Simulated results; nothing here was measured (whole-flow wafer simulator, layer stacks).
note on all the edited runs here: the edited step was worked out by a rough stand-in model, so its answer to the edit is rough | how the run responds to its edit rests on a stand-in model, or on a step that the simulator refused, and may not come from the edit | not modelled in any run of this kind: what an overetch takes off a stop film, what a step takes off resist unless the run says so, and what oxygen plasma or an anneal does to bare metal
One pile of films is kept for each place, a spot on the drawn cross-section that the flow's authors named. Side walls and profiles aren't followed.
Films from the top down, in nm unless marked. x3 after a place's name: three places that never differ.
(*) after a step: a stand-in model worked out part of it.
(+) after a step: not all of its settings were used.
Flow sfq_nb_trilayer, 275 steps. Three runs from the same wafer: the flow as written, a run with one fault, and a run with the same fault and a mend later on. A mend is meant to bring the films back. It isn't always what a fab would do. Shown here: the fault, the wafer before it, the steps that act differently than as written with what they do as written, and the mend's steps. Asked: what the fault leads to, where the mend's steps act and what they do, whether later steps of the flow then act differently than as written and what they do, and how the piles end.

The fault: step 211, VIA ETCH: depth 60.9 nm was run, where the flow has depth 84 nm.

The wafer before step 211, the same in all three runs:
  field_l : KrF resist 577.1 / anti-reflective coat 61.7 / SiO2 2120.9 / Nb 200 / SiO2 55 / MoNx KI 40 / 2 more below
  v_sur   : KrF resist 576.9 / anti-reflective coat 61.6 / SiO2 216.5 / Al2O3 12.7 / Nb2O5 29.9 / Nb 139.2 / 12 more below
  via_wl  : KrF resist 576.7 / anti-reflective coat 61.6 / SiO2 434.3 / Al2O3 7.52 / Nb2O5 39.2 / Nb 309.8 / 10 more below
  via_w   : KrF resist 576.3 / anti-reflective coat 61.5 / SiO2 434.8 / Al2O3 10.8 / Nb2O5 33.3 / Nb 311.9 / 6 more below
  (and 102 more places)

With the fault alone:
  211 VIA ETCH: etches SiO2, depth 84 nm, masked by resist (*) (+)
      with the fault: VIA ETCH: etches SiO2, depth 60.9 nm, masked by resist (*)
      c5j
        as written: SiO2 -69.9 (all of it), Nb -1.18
        with the fault: SiO2 -60.9
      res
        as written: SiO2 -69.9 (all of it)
        with the fault: SiO2 -60.9
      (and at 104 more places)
  Later steps of the flow that act differently than as written (5 more steps differ only slightly, by at most 2% or 0.5 nm, whichever is larger, and aren't shown):
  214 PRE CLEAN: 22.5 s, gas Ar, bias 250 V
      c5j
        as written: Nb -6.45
        with the fault: SiO2 -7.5
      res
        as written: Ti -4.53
        with the fault: SiO2 -7.5
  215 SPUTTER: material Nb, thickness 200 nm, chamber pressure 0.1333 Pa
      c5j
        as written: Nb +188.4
        with the fault: Nb +191.5 (new film)
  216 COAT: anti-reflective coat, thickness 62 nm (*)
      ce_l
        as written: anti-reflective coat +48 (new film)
        with the fault: anti-reflective coat +50.4 (new film)
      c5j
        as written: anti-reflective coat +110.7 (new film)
        with the fault: anti-reflective coat +104.3 (new film)
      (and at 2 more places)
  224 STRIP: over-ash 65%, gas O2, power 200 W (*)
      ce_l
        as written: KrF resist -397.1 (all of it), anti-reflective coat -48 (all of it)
        with the fault: KrF resist -395.6 (all of it), anti-reflective coat -50.4 (all of it)
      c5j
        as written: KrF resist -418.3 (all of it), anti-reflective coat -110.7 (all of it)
        with the fault: KrF resist -413.6 (all of it), anti-reflective coat -104.3 (all of it)
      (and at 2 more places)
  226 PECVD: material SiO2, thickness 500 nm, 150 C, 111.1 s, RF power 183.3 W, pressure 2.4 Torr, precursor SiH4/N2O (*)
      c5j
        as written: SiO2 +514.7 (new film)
        with the fault: SiO2 +502.5 (new film)
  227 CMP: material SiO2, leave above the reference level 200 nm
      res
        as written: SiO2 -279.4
        with the fault: SiO2 -286.5
  At the end the piles differ from the flow's by more than 2% or 0.5 nm, whichever is larger, at c5j, res.
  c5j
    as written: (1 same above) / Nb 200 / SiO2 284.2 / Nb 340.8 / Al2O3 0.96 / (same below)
    with the fault: (1 same above) / Nb 200 / SiO2 272 / Nb 191.5 / SiO2 1.49 / Nb 160 / Al2O3 0.96 / (same below)
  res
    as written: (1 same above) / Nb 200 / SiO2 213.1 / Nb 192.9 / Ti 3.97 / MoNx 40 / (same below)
    with the fault: (1 same above) / Nb 200 / SiO2 206 / Nb 194.1 / SiO2 1.46 / Ti 8.5 / MoNx 40 / (same below)

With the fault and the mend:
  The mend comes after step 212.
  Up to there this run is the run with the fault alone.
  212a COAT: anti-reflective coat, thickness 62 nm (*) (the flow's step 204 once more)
      ln_m5, p4_fl x3, p4_w1 x9 and 52 more
        anti-reflective coat +62 (new film)
      field_r, lsp_m, ln_m6 and 7 more
        anti-reflective coat +61.9 (new film)
      r_sur, r5r_line_c, r5r_line_r
        anti-reflective coat +49.4 (new film)
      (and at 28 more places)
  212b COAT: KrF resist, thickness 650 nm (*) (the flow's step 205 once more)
      l0_sur, l0v, p4_fl x3 and 44 more
        KrF resist +650 (new film)
      wl_b_m5, wl_b_sr, wl_c_sl and 12 more
        KrF resist +649.9 (new film)
      res, wl_b_sl, wl_g_m5
        KrF resist +649.8 (new film)
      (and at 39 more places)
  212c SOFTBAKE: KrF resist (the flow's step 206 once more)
      changes no film at any place that is followed
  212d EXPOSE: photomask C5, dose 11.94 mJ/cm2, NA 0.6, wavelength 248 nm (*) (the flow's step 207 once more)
      changes no film at any place that is followed
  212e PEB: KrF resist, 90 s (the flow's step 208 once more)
      field_l, sp_r, res and 81 more
        KrF resist -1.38
      v_sur, via_wl, via_w, via_wr, via_sp, be_sur, jj_sur
        KrF resist -1.37
      r5r_line_l, r5r_line_c, r5r_line_r
        KrF resist -1.34
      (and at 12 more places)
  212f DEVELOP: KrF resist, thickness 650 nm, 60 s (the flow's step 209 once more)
      field_l, v_sur, via_wl and 101 more
        KrF resist -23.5
      c5j
        KrF resist -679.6 (all of it)
      res
        KrF resist -648.4 (all of it)
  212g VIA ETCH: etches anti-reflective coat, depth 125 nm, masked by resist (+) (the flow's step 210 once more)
      field_l, v_sur, via_wl and 101 more
        KrF resist -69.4
      c5j
        anti-reflective coat -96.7 (all of it), SiO2 -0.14
      res
        anti-reflective coat -85.5 (all of it), SiO2 -0.2
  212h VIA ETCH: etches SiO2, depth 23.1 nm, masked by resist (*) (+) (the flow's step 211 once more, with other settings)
      field_l, v_sur, via_wl and 101 more
        KrF resist -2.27
      c5j
        SiO2 -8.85 (all of it), Nb -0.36
      res
        SiO2 -8.76 (all of it)
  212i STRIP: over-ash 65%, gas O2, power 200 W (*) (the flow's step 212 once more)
      p4_fl x3, p4_w1 x9, p4_g1 x2 and 33 more
        KrF resist -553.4 (all of it), anti-reflective coat -62 (all of it)
      wl_b_m5, wl_b_sr, wl_c_sl and 11 more
        KrF resist -553.3 (all of it), anti-reflective coat -62 (all of it)
      wl_b_sl, wl_g_sl, wl_g_m5
        KrF resist -553.2 (all of it), anti-reflective coat -62 (all of it)
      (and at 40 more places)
  No later step of the flow acts differently than as written, at any place that is followed, by more than 2% or 0.5 nm, whichever is larger.
  At the end the piles differ from the flow's only slightly at the places that both follow, by at most 2% or 0.5 nm, whichever is larger.
